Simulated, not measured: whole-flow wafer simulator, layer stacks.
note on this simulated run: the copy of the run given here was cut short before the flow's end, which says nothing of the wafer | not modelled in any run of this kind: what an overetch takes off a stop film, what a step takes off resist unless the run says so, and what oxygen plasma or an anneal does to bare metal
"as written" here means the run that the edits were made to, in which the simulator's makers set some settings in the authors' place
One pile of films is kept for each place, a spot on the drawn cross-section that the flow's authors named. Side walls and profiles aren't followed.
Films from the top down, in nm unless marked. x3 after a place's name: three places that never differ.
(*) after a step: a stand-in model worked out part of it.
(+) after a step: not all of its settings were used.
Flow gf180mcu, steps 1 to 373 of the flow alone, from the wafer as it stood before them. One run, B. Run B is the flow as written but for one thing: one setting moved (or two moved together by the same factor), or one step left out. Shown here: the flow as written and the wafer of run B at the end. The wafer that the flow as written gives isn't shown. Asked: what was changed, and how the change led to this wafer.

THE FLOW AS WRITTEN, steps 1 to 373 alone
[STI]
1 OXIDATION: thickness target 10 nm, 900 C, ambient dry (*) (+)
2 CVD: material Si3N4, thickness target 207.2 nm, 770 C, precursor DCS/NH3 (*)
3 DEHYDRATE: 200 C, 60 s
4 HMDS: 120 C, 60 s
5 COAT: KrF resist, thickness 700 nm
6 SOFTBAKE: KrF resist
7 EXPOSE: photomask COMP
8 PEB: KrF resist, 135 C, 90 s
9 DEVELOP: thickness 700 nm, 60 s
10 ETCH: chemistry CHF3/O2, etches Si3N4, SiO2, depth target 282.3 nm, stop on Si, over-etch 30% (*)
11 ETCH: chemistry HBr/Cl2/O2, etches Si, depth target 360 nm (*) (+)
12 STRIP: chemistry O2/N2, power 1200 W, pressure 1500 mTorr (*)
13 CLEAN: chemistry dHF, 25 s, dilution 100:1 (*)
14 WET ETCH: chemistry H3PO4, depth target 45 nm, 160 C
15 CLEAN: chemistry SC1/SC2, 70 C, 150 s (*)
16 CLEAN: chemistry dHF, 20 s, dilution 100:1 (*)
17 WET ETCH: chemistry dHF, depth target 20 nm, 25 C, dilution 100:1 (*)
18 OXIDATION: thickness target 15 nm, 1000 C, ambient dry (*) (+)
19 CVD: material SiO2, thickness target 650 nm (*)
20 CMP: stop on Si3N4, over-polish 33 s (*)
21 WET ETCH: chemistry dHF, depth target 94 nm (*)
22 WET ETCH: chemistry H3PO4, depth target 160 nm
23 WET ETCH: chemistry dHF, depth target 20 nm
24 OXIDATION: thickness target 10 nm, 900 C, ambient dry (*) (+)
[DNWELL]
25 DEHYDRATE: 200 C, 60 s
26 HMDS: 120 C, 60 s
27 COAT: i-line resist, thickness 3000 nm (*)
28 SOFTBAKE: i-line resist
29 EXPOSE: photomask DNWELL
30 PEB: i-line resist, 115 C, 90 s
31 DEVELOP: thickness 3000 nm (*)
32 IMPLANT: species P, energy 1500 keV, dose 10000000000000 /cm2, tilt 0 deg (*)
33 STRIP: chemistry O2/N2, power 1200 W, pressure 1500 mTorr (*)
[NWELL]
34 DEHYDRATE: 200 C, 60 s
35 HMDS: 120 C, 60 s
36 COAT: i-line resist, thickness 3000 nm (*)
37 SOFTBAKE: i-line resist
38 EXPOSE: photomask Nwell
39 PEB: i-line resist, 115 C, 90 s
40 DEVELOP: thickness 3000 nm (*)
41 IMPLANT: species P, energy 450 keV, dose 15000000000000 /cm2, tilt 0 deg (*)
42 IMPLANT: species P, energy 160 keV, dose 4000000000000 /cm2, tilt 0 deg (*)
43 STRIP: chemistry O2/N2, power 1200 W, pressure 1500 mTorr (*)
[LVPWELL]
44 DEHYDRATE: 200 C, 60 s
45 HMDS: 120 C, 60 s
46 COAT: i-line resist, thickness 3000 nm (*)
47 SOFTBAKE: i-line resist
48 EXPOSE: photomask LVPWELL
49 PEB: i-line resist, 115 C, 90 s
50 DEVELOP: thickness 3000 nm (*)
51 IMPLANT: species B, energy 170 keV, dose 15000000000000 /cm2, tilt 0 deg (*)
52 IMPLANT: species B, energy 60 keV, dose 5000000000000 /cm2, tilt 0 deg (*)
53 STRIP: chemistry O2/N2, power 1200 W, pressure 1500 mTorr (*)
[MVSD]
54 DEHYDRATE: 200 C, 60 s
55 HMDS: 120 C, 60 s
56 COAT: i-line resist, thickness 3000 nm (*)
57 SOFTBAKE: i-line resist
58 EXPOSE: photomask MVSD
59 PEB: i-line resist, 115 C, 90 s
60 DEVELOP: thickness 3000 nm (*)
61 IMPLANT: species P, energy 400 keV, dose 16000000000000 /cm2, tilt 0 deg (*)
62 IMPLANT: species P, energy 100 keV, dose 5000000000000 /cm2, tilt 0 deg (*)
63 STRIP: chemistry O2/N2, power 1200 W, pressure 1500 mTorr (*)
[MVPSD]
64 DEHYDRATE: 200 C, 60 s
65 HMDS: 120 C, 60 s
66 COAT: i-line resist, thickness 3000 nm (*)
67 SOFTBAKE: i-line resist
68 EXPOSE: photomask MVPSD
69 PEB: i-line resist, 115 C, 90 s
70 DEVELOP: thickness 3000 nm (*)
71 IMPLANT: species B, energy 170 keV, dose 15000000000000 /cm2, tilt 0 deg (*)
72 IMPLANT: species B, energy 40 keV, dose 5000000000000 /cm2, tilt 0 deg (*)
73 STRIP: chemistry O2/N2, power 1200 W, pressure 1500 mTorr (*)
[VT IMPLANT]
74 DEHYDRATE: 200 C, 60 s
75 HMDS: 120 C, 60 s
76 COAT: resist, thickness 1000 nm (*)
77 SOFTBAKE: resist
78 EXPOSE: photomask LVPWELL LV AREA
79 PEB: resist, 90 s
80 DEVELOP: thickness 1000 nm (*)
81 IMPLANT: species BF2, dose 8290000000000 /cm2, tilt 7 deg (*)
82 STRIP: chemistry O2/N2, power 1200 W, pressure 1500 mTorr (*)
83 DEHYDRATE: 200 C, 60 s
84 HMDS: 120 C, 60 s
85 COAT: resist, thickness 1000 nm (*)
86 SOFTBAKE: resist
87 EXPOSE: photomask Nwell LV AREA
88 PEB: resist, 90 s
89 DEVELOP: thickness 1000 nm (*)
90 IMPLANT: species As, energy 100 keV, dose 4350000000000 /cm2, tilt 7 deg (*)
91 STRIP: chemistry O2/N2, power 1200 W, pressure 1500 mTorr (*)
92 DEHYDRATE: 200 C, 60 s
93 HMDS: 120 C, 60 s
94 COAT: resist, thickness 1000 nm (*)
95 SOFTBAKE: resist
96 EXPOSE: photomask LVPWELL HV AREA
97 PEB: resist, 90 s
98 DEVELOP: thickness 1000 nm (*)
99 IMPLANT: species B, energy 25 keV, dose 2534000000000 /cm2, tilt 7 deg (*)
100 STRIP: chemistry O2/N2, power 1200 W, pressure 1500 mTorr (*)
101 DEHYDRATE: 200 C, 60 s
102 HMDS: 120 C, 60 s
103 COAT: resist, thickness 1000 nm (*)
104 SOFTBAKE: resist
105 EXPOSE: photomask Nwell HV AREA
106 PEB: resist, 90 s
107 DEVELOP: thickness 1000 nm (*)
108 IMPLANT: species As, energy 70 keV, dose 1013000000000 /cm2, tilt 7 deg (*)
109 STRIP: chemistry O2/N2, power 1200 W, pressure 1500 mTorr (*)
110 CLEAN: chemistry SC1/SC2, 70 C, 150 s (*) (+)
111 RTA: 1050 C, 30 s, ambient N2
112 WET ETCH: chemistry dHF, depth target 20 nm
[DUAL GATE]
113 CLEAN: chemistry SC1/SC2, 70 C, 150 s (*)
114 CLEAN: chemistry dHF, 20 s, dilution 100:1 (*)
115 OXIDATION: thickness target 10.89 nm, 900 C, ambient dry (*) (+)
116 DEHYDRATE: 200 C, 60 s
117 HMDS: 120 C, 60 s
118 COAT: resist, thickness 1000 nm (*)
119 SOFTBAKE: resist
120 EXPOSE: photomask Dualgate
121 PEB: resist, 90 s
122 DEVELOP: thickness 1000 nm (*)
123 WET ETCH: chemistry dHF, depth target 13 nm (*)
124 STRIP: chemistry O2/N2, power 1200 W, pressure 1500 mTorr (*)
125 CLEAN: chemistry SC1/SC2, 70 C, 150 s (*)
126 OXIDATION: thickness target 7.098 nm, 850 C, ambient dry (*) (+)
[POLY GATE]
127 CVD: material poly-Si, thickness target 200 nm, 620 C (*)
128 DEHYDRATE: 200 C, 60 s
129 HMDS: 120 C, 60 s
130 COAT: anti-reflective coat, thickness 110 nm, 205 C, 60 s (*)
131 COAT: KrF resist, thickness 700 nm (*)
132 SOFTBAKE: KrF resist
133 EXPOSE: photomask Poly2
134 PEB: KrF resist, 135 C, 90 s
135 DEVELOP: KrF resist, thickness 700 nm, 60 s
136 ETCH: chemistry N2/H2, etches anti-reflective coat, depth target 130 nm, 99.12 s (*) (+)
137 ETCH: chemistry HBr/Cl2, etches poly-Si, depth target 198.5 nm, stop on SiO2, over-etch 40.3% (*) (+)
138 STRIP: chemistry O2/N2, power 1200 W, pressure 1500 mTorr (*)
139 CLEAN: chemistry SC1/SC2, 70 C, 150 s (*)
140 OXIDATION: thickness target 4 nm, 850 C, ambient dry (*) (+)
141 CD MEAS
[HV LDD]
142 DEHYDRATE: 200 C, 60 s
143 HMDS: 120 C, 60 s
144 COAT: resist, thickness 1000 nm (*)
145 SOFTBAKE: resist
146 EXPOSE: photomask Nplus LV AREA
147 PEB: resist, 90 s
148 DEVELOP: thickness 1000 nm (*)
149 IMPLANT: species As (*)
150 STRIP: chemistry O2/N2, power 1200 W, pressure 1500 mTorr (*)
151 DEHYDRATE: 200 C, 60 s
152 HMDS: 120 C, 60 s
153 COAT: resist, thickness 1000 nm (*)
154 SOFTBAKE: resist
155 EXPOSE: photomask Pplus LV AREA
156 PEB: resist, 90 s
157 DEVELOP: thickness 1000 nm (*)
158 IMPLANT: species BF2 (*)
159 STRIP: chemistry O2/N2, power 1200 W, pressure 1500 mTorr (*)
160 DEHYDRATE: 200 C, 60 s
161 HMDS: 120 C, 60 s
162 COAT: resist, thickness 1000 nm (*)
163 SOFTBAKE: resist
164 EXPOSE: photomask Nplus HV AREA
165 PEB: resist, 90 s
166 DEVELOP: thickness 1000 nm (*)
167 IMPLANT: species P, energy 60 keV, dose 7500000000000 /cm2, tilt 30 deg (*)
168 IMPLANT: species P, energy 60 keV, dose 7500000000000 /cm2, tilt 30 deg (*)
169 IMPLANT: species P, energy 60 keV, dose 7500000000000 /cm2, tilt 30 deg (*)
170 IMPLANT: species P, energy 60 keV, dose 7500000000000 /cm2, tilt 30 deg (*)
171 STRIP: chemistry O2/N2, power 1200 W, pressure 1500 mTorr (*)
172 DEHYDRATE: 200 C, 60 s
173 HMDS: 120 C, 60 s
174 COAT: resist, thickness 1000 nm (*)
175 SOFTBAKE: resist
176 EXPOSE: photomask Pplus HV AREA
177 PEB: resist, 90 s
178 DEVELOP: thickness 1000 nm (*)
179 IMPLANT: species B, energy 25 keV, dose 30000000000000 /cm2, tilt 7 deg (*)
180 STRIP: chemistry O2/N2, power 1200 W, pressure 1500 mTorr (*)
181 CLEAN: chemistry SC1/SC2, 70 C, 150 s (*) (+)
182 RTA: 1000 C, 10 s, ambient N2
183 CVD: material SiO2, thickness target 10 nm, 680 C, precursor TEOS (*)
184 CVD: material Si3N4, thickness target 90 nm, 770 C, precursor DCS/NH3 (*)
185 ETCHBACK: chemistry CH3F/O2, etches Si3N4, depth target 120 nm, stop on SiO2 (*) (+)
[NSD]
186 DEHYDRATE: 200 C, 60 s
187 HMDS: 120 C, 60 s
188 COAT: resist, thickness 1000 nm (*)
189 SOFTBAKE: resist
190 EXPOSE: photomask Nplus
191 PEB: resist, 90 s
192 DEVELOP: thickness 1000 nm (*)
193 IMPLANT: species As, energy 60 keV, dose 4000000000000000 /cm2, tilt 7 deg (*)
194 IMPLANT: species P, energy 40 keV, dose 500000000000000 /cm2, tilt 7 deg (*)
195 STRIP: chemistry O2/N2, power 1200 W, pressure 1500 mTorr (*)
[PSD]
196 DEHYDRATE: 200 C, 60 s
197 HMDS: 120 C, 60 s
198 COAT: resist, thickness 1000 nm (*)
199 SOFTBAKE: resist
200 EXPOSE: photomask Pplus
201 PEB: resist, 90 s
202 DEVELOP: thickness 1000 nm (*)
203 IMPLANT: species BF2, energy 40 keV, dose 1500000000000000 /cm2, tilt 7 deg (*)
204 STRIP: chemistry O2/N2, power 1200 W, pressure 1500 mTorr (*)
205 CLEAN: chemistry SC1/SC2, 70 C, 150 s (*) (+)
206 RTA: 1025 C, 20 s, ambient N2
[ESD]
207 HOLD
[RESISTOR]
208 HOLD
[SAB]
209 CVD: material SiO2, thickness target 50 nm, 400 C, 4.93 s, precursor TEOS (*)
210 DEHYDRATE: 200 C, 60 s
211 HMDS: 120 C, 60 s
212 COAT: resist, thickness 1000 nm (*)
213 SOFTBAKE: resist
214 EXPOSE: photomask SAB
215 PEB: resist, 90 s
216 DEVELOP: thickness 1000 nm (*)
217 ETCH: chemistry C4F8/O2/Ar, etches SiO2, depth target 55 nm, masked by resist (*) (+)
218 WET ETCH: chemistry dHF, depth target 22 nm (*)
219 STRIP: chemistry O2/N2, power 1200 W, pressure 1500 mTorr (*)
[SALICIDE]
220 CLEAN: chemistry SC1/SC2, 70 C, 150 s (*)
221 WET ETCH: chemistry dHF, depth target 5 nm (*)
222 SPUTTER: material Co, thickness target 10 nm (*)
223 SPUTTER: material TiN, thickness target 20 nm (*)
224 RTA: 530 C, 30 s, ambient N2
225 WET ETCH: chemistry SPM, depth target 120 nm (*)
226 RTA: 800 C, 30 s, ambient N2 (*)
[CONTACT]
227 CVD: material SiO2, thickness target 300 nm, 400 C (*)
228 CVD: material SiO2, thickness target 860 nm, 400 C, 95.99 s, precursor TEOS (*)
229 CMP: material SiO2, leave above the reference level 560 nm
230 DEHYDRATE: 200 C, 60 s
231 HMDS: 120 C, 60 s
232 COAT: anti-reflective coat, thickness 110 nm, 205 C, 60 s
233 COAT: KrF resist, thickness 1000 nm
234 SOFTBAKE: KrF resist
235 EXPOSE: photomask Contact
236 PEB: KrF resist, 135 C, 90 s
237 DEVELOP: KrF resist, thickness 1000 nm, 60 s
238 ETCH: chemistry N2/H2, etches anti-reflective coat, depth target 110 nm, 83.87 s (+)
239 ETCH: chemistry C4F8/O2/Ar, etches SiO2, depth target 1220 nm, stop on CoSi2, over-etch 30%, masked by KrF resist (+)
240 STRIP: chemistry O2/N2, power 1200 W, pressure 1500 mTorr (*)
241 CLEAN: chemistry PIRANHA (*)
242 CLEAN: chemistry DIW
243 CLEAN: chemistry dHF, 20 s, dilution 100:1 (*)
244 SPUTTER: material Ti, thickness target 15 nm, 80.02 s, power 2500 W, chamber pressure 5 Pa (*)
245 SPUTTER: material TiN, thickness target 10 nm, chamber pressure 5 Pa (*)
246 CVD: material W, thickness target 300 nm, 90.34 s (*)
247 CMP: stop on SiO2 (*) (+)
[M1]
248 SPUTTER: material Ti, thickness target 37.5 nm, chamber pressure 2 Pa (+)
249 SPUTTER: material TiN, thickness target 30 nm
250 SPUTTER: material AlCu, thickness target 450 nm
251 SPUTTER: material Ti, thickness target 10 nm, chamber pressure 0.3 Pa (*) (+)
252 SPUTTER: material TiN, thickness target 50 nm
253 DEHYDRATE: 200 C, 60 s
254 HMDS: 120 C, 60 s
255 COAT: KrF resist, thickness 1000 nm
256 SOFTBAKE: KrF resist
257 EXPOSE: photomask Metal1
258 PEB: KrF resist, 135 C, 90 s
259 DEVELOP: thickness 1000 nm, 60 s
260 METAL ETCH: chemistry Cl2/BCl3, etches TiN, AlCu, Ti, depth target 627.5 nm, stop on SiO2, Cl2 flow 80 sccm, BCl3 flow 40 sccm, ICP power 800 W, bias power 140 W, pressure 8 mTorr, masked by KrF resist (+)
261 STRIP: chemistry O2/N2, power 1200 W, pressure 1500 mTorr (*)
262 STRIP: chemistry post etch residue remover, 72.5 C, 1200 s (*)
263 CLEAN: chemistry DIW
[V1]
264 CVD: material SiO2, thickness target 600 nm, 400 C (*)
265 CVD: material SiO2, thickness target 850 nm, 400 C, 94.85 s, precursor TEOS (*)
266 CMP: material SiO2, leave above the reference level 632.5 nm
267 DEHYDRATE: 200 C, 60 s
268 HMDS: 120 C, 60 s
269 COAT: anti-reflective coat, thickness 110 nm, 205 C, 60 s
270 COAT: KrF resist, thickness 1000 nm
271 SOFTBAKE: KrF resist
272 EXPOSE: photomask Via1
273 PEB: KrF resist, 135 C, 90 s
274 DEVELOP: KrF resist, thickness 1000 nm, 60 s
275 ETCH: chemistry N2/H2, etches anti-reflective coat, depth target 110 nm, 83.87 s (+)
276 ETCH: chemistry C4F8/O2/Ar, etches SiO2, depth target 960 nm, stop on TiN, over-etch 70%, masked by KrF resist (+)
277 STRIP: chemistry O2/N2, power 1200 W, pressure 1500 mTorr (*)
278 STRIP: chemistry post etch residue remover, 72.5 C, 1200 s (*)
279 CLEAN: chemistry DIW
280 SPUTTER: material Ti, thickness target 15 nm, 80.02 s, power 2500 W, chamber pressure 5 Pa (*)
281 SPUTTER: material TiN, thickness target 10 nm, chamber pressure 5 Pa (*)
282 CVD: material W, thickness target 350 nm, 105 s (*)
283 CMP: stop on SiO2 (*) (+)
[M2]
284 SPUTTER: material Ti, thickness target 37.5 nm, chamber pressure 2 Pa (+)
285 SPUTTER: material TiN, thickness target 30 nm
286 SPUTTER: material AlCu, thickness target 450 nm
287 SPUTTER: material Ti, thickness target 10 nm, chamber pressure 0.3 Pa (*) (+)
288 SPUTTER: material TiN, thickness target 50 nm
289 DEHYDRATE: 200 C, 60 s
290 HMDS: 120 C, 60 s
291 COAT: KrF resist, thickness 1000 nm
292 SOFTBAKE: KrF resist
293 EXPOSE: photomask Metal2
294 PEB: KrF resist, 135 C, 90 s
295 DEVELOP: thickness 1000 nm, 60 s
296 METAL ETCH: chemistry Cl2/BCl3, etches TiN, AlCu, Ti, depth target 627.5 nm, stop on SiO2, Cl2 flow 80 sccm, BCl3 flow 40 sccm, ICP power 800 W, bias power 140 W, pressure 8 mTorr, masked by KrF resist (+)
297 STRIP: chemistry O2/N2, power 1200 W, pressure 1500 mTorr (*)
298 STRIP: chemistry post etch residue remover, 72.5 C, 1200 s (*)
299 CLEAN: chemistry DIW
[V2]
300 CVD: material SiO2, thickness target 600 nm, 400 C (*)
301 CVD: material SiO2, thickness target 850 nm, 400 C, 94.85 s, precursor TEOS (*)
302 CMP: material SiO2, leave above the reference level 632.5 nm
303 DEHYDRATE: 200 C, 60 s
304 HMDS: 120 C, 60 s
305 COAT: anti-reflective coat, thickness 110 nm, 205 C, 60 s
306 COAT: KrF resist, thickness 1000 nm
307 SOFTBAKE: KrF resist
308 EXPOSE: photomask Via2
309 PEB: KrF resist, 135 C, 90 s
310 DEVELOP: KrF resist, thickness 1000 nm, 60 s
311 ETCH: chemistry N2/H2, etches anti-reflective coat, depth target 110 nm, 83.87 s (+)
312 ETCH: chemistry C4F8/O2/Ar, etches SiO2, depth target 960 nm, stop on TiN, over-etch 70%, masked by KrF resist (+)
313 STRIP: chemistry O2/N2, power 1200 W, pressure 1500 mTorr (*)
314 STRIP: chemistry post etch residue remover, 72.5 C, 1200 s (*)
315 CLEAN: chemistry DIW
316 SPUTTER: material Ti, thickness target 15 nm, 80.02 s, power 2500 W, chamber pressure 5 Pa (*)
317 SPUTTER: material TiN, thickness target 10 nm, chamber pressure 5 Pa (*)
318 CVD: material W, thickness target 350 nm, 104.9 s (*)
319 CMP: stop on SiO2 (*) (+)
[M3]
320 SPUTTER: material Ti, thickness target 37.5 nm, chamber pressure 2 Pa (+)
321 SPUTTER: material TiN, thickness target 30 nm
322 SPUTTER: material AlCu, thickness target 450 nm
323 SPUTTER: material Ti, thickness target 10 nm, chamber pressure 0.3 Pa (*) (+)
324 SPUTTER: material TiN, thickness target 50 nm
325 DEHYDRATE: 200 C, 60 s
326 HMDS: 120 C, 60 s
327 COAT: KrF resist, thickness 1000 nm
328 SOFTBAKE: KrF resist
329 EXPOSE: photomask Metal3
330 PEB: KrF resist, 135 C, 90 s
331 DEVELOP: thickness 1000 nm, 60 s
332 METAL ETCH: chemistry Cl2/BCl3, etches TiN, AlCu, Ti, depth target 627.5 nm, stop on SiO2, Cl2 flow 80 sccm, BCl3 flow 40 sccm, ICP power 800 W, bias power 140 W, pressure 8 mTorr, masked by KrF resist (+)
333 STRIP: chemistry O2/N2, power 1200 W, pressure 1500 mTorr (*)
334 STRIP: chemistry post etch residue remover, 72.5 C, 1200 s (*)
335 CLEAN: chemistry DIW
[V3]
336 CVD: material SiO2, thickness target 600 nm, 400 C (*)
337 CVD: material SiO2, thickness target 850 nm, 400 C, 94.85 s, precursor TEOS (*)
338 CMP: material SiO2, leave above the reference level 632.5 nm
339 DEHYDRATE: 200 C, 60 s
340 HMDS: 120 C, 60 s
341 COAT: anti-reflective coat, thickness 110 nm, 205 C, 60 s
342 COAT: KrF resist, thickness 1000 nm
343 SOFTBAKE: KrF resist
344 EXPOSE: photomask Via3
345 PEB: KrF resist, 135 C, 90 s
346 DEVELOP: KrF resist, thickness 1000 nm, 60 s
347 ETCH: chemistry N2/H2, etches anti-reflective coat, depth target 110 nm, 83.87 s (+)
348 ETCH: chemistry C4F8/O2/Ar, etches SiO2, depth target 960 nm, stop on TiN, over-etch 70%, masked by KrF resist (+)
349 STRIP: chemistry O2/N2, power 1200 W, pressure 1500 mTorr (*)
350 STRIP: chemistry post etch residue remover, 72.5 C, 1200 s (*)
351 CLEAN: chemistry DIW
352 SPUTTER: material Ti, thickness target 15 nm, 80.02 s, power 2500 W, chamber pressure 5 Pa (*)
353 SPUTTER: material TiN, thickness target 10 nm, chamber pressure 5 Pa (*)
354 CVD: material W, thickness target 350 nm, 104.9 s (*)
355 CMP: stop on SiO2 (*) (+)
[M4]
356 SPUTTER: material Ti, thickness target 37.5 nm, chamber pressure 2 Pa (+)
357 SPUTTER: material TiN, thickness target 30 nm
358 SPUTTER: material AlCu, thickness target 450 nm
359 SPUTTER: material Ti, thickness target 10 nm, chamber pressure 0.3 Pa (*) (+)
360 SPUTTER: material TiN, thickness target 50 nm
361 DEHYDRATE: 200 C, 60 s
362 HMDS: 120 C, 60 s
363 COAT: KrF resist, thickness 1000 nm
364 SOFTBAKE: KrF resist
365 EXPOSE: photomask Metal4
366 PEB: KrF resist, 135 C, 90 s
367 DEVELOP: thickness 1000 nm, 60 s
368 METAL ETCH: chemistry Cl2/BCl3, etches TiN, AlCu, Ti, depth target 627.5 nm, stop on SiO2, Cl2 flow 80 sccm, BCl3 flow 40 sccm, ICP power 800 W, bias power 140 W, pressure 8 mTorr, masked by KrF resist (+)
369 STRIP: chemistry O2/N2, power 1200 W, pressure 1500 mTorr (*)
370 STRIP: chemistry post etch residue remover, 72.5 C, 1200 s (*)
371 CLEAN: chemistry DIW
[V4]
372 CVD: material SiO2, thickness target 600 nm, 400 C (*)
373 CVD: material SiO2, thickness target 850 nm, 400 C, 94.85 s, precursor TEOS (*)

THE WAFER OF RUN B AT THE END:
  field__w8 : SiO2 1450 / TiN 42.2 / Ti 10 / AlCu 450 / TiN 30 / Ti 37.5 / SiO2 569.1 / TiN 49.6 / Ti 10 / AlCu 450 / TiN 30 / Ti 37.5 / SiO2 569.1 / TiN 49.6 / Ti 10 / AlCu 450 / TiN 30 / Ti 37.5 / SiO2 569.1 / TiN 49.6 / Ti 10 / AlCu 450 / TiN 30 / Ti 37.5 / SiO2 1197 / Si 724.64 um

The cause: step 360, SPUTTER: thickness target 42.6 nm was run, where the flow has thickness target 50 nm.

How the change led to this, step by step:
  360 SPUTTER: material TiN, thickness target 50 nm
      field, field__w1, field__w2 and 108 more: TiN +42.6 (new film) (as written it would be: TiN +50 (new film))
  368 METAL ETCH: chemistry Cl2/BCl3, etches TiN, AlCu, Ti, depth target 627.5 nm, stop on SiO2, Cl2 flow 80 sccm, BCl3 flow 40 sccm, ICP power 800 W, bias power 140 W, pressure 8 mTorr, masked by KrF resist (+)
      field, field__w1, field__w2 and 103 more: TiN -42.6 (all of it), Ti -10 (all of it), AlCu -450 (all of it), TiN -30 (all of it), Ti -37.5 (all of it) (as written it would be: TiN -50 (all of it), Ti -10 (all of it), AlCu -450 (all of it), TiN -30 (all of it), Ti -37.5 (all of it))
